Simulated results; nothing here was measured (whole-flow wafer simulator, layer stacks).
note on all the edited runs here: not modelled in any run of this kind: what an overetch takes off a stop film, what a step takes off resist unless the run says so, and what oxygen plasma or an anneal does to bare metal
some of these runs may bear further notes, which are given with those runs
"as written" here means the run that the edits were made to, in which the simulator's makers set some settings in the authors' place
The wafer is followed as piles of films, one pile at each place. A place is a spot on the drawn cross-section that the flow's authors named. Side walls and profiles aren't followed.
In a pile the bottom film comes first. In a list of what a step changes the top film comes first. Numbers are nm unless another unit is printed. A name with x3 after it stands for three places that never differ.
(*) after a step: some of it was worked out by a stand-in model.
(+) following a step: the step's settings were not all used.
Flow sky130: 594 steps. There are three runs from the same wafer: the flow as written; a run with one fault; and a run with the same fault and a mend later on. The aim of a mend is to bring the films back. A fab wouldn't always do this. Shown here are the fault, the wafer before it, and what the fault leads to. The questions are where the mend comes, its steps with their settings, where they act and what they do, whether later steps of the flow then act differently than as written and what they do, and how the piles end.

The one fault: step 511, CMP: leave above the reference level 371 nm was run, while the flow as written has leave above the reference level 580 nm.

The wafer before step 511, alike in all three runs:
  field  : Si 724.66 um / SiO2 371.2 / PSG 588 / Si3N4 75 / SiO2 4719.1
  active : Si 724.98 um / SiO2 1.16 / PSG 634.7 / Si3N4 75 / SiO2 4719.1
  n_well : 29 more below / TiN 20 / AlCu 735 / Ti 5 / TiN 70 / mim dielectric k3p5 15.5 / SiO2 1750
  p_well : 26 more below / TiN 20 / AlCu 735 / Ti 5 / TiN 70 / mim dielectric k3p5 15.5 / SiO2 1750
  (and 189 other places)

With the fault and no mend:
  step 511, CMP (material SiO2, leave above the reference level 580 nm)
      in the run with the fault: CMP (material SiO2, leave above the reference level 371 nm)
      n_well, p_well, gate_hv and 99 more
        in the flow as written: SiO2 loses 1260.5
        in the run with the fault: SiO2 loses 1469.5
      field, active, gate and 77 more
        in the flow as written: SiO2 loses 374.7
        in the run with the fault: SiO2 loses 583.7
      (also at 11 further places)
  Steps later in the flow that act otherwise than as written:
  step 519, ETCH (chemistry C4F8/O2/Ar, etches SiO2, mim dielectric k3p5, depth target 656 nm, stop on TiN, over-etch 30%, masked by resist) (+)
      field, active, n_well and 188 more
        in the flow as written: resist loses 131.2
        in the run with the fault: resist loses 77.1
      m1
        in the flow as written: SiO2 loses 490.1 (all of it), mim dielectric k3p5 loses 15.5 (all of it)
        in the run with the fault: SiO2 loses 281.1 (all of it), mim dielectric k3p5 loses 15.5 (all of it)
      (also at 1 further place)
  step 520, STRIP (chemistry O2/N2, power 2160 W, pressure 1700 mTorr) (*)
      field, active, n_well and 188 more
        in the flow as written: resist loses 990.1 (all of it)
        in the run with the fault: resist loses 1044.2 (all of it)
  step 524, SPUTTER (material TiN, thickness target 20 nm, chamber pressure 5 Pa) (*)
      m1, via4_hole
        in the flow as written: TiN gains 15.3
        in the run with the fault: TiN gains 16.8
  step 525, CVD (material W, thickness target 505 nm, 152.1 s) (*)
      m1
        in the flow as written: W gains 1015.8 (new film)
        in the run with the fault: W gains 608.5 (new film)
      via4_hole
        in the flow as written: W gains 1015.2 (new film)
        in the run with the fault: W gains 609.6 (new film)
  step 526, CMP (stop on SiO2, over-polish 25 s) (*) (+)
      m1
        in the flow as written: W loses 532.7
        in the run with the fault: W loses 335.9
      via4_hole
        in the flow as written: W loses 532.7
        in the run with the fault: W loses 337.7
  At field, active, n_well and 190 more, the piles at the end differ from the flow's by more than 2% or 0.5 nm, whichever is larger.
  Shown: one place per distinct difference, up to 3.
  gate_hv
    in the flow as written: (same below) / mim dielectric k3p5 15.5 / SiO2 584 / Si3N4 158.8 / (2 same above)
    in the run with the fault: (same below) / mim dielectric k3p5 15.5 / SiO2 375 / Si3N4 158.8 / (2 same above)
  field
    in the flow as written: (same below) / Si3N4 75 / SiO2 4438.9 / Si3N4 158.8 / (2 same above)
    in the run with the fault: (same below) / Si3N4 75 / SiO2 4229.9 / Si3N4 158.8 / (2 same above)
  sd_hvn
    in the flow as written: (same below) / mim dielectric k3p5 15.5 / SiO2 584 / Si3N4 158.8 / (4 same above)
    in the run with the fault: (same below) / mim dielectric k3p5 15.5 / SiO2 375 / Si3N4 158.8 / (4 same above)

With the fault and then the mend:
  The mend follows step 511.
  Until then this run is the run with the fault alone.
  step 511a, HDPCVD (thickness target 209 nm) (*) (the flow's step 510, run once more with other settings)
      field, active, n_well and 190 more
        SiO2 gains 209
  None of the later steps of the flow acts differently than as written at any place that is followed.
  At every place that both follow, the piles at the end match the flow's.
